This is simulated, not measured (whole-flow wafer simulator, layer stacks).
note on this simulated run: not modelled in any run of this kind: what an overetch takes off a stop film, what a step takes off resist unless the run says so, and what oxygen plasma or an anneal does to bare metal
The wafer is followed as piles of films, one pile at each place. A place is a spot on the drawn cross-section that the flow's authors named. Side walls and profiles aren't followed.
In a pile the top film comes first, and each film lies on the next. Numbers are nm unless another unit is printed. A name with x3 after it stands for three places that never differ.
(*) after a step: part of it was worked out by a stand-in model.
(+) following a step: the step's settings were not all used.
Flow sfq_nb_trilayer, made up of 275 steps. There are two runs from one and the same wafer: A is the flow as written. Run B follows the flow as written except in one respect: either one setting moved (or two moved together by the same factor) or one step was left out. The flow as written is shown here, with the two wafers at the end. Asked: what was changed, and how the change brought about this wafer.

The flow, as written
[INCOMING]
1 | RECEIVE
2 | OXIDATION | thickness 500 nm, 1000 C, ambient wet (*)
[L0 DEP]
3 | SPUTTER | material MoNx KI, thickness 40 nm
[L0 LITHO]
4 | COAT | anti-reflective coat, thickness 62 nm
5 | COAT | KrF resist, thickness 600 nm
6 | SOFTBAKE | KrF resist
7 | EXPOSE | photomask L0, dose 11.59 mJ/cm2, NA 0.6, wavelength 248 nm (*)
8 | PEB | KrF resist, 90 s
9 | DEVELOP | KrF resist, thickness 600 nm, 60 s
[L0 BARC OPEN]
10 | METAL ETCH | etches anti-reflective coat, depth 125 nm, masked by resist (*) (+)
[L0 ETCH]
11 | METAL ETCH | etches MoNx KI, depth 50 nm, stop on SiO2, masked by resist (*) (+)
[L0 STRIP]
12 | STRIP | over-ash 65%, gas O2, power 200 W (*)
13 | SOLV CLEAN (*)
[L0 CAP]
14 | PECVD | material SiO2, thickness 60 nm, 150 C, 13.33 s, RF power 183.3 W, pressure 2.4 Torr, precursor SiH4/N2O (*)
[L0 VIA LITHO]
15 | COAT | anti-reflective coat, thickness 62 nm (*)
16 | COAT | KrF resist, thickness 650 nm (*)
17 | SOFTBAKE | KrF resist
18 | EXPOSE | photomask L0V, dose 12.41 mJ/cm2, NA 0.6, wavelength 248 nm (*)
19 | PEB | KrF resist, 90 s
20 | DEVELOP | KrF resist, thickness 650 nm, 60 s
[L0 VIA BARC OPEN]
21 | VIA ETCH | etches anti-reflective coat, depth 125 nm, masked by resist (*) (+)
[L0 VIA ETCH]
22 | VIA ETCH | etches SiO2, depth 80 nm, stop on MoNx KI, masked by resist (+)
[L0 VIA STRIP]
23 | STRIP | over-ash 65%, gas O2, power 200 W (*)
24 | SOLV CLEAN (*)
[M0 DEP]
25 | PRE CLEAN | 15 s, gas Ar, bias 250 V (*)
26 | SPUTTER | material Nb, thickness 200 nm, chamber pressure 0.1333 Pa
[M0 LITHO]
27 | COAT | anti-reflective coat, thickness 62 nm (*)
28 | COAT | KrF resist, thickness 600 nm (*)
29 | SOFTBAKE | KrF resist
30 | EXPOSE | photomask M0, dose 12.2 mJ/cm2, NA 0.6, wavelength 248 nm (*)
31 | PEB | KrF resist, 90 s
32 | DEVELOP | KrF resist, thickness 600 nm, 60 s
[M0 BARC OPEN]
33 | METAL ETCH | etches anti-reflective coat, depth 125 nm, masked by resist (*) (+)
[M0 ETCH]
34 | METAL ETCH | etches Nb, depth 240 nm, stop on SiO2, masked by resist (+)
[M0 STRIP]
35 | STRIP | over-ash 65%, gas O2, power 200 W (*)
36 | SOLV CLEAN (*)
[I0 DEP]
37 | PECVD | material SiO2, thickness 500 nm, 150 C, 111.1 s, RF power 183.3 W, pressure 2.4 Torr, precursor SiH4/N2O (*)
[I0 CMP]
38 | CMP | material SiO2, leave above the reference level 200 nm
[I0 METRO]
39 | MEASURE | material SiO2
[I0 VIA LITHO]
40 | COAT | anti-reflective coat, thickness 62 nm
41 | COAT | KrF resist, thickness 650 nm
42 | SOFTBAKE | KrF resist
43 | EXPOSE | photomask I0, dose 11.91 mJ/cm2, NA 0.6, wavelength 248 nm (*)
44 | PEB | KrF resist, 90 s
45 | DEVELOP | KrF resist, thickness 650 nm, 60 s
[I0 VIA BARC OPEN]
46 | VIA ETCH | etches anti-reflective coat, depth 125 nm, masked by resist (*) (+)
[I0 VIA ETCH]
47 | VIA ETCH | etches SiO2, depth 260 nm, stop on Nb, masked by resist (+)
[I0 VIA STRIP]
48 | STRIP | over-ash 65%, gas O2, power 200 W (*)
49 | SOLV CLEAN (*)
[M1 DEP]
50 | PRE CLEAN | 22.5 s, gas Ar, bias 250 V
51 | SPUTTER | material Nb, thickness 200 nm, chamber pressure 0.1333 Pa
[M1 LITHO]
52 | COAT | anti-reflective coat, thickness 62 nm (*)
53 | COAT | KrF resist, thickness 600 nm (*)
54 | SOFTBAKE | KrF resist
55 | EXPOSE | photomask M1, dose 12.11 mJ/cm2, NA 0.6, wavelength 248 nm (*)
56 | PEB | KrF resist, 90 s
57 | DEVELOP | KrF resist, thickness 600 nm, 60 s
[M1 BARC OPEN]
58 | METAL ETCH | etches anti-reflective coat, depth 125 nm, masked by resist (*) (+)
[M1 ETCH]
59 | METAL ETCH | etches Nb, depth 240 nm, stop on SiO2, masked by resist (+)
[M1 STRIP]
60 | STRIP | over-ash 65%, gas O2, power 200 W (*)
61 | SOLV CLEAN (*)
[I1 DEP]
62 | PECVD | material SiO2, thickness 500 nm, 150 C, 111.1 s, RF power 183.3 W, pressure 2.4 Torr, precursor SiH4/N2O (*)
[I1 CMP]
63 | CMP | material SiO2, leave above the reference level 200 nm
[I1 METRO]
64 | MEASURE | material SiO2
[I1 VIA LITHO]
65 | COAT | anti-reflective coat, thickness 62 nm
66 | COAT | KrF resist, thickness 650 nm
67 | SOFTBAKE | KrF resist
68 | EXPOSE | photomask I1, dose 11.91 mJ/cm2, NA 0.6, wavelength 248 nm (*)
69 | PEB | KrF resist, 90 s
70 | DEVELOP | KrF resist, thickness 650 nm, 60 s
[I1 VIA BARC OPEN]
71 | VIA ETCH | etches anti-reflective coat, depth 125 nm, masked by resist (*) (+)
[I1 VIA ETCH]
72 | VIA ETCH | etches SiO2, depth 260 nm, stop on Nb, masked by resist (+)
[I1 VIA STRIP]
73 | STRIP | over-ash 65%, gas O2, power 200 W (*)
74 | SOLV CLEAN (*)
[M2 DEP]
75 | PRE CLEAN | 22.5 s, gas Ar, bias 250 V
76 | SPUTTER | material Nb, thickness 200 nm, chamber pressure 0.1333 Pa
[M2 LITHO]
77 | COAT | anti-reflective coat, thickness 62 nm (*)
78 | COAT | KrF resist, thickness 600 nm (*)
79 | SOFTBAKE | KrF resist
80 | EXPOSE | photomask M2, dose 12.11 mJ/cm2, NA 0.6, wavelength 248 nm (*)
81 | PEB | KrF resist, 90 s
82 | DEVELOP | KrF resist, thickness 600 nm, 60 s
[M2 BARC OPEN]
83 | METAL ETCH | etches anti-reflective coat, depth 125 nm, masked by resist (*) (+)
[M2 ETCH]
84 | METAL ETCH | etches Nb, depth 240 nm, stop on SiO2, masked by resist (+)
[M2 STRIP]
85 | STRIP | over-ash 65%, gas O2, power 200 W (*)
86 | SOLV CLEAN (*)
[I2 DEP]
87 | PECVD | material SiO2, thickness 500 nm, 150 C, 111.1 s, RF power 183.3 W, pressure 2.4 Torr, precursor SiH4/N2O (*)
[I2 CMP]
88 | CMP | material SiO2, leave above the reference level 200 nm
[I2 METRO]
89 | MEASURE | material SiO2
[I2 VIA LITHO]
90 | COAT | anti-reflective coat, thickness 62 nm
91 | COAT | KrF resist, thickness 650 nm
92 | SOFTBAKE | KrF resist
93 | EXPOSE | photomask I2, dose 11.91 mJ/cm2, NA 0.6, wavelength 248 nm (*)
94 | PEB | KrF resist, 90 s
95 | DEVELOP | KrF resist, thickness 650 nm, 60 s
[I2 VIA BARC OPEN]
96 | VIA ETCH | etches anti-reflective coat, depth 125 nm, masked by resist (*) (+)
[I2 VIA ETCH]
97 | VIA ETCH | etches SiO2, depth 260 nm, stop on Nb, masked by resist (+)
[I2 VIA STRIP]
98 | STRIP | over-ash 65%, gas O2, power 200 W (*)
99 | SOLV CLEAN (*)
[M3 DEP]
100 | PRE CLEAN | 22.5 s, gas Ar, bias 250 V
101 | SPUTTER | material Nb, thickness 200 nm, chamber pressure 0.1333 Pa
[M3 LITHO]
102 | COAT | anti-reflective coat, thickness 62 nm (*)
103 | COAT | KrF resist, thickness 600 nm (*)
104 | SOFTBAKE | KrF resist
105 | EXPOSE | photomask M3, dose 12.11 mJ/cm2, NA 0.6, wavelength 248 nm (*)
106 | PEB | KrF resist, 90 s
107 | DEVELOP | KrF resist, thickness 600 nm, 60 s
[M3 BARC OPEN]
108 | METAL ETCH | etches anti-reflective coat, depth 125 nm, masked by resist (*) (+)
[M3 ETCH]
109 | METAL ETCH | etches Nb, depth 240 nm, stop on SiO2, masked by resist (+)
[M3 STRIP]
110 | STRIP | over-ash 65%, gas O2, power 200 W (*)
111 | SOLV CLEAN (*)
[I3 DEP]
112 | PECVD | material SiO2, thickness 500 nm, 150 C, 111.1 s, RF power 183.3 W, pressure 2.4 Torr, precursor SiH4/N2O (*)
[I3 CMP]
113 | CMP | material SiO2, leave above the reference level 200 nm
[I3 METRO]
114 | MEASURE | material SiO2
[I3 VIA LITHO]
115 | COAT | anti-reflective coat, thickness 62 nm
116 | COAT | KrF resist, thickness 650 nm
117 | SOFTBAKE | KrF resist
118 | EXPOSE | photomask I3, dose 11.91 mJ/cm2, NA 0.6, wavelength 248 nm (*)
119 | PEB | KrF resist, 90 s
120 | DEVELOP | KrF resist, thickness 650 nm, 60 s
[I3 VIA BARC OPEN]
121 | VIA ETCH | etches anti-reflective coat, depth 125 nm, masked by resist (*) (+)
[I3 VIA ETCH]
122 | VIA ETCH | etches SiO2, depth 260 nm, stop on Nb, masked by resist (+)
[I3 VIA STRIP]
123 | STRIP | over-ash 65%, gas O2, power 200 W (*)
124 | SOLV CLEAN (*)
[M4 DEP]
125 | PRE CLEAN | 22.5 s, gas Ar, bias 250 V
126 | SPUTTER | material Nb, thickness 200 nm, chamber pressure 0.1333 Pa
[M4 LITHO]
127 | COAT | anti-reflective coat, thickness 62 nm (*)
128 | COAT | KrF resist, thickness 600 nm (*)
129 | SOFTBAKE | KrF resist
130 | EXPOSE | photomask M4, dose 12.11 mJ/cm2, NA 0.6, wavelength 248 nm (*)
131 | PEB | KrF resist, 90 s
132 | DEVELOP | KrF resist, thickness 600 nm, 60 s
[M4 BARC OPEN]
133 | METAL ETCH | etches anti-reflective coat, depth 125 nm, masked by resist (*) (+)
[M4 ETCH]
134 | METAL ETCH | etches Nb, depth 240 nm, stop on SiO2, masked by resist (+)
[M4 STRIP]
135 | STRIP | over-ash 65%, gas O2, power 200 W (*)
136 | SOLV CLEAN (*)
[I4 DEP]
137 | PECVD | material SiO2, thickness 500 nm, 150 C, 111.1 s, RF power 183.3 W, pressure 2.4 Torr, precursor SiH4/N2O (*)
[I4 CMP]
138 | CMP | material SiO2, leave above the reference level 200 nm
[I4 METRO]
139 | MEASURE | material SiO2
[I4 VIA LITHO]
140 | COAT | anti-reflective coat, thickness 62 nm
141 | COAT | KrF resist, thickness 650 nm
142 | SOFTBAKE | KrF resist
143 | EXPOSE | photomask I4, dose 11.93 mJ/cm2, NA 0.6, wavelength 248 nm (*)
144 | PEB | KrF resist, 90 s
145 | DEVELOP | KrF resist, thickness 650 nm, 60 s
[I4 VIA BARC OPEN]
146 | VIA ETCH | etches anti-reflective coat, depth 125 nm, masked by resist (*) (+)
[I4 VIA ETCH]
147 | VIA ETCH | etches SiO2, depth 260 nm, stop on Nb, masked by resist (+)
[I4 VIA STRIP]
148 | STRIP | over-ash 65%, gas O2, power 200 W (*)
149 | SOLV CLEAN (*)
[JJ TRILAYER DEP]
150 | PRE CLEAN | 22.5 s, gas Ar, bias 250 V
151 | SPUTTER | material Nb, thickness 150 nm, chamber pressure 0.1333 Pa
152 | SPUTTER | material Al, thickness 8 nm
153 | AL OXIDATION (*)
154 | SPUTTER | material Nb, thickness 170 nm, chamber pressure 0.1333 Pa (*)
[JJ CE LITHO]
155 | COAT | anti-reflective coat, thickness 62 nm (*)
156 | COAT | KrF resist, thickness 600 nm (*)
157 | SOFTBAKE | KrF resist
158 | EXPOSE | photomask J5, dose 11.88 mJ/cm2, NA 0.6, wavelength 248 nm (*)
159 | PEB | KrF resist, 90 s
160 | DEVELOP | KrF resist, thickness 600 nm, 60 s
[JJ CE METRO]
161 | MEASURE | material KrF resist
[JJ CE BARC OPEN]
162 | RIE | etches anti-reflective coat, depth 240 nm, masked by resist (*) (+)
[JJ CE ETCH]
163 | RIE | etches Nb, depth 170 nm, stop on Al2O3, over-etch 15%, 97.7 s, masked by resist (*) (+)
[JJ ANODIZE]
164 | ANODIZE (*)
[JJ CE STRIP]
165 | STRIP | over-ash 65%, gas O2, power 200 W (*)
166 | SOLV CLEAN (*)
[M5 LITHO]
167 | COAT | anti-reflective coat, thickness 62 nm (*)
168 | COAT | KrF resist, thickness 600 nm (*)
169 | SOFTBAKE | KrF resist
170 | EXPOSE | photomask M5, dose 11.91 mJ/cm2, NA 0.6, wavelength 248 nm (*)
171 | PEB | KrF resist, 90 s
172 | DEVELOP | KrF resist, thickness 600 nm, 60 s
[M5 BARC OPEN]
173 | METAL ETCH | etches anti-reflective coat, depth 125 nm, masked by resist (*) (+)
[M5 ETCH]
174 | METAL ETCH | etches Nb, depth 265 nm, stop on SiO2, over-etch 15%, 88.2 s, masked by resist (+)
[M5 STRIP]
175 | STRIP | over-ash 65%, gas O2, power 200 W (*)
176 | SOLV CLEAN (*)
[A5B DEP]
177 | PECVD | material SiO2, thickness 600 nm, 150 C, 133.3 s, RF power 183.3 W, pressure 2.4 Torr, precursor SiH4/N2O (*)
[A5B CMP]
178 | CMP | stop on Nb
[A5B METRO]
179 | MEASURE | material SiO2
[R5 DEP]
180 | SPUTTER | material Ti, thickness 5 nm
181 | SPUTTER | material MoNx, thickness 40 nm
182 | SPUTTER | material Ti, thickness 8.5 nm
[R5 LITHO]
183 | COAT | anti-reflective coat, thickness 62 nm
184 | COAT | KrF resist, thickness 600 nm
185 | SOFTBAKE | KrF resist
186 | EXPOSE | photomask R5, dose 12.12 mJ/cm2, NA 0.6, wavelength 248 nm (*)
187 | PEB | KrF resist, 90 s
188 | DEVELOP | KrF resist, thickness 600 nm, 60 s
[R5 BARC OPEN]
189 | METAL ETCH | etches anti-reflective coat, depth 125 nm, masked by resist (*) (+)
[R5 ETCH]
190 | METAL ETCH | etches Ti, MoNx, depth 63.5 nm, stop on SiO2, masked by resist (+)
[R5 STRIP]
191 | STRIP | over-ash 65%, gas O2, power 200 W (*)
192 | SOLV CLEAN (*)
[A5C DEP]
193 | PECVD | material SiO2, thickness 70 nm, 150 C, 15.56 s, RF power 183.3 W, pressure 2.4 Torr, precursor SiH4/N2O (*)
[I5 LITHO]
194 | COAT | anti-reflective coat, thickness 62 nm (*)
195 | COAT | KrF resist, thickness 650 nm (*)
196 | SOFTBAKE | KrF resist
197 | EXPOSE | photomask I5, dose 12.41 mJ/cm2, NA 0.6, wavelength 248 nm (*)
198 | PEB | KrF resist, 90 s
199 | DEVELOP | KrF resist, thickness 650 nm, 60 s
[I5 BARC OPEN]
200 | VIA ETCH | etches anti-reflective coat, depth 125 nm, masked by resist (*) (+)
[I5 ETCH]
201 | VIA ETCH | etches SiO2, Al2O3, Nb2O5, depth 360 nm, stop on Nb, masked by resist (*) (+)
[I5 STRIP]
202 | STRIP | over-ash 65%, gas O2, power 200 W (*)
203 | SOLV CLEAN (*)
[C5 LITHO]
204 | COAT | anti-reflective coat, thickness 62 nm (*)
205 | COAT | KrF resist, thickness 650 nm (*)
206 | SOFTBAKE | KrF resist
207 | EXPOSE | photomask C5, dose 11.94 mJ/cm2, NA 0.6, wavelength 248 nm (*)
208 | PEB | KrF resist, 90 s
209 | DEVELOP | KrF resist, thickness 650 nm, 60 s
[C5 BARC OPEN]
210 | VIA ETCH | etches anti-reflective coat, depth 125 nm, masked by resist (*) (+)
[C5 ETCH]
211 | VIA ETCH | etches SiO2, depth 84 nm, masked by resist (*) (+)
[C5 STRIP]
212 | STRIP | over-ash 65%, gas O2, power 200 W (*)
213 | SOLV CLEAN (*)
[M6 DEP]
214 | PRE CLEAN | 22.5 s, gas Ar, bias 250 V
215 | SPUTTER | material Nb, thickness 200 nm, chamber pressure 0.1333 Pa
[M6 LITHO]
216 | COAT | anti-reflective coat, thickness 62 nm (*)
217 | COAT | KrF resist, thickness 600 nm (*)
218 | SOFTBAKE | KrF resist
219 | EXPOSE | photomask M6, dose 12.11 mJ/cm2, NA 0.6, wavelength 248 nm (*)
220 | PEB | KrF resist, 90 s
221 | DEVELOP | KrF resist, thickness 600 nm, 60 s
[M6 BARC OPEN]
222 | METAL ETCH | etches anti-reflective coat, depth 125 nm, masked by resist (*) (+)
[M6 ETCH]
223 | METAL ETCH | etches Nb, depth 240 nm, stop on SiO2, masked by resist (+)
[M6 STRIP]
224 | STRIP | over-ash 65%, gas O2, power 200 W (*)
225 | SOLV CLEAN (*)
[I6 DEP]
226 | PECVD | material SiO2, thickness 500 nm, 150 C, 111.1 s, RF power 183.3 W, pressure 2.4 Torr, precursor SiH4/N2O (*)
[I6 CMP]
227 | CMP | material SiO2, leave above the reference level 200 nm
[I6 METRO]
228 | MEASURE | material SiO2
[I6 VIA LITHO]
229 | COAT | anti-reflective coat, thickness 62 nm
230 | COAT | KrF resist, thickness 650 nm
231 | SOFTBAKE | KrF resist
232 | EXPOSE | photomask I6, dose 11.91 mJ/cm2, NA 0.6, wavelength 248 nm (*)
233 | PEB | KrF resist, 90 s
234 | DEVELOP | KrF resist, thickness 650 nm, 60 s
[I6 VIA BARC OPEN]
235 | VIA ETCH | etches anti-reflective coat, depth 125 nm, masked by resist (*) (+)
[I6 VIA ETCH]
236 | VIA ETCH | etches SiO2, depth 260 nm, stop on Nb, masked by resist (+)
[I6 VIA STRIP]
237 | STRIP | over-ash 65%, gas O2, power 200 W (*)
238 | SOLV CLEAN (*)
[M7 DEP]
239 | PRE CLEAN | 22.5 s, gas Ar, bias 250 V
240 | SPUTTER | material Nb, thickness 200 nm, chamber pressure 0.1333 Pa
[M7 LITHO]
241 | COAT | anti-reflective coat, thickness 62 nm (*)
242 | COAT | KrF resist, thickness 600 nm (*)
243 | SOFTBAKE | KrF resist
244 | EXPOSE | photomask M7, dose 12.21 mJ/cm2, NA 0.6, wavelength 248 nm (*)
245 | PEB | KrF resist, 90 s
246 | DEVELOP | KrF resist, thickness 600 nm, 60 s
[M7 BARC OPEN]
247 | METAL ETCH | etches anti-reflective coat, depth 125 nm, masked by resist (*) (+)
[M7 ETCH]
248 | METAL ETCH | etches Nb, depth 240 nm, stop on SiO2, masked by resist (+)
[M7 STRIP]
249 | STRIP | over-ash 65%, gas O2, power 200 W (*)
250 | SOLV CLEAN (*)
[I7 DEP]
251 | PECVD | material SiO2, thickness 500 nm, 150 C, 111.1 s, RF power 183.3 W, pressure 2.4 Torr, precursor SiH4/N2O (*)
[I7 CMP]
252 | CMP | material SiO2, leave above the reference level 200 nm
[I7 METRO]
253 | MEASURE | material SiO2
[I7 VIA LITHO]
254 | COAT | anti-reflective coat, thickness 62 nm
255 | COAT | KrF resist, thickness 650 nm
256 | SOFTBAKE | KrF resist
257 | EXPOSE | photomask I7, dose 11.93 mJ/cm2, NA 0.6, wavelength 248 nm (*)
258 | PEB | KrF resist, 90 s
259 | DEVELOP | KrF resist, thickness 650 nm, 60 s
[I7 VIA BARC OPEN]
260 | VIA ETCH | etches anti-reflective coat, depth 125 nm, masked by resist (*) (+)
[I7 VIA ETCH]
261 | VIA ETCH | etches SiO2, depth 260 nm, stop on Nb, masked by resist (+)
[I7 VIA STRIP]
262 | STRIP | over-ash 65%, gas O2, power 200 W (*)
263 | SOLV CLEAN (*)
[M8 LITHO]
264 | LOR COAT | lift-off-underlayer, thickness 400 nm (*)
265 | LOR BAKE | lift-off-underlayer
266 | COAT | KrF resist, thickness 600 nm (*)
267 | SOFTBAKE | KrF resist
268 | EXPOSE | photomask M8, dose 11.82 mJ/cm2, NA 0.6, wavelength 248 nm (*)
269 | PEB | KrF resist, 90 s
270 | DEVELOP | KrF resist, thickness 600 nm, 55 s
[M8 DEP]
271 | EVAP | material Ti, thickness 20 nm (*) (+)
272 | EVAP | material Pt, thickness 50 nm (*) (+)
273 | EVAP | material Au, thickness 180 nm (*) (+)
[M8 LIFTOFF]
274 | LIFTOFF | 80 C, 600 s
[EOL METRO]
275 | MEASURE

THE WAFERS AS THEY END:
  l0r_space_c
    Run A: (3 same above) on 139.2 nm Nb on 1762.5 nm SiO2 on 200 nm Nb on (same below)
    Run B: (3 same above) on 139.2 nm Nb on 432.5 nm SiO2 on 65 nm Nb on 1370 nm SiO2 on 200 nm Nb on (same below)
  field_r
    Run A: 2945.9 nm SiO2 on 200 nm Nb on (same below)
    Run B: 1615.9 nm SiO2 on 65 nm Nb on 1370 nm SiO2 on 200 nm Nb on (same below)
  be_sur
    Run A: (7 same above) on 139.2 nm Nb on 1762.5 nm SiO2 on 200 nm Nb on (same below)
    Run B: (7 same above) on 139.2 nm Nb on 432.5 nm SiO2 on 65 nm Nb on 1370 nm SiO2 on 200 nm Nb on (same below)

The reason: step 126, SPUTTER: thickness 305 nm was run, though the flow has thickness 200 nm.

Step by step, how the change led to this:
  126 | SPUTTER | material Nb, thickness 200 nm, chamber pressure 0.1333 Pa
      field_l, v_sur, via_wl and 102 more: A +200 Nb (new film) | B +305 Nb (new film)
      via_v: A +165.5 Nb | B +254 Nb
  127 | COAT | anti-reflective coat, thickness 62 nm (*)
      via_v: A +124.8 anti-reflective coat (new film) | B +127.5 anti-reflective coat (new film)
  134 | METAL ETCH | etches Nb, depth 240 nm, stop on SiO2, masked by resist (+)
      field_l, be, be_sur and 64 more: A -200 Nb (all of it) | B -240 Nb
  135 | STRIP | over-ash 65%, gas O2, power 200 W (*)
      via_v: A -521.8 KrF resist (all of it), -124.8 anti-reflective coat (all of it) | B -533.2 KrF resist (all of it), -127.5 anti-reflective coat (all of it)
  137 | PECVD | material SiO2, thickness 500 nm, 150 C, 111.1 s, RF power 183.3 W, pressure 2.4 Torr, precursor SiH4/N2O (*)
      field_l, be, be_sur and 55 more: A +500 SiO2 | B +500 SiO2 (new film)
      p3_s0 x6: A +557.1 SiO2 | B +597.1 SiO2 (new film)
      (and at 3 other places as well)
  138 | CMP | material SiO2, leave above the reference level 200 nm
      field_l, be, be_sur and 55 more: A -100 SiO2 | B -60 SiO2
      lsp_r, l0_sur, l0v: A -91.9 SiO2 | B -50.3 SiO2
      (and at 1 other place as well)
With metal films that touch counted as one body, l0r_space_c has 3 bodies (between them, from the top down: SiO2 432.5; SiO2 1370); the flow as written gives 2 bodies (between them, from the top down: SiO2 1762.5).
With metal films that touch counted as one body, field_r has 2 bodies (between them, from the top down: SiO2 1370); the flow as written gives 1 body.
With metal films that touch counted as one body, be_sur has 5 bodies (between them, from the top down: SiO2 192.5; SiO2 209 / Al2O3 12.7 / Nb2O5 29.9; SiO2 432.5; SiO2 1370); the flow as written gives 4 bodies (between them, from the top down: SiO2 192.5; SiO2 209 / Al2O3 12.7 / Nb2O5 29.9; SiO2 1762.5).
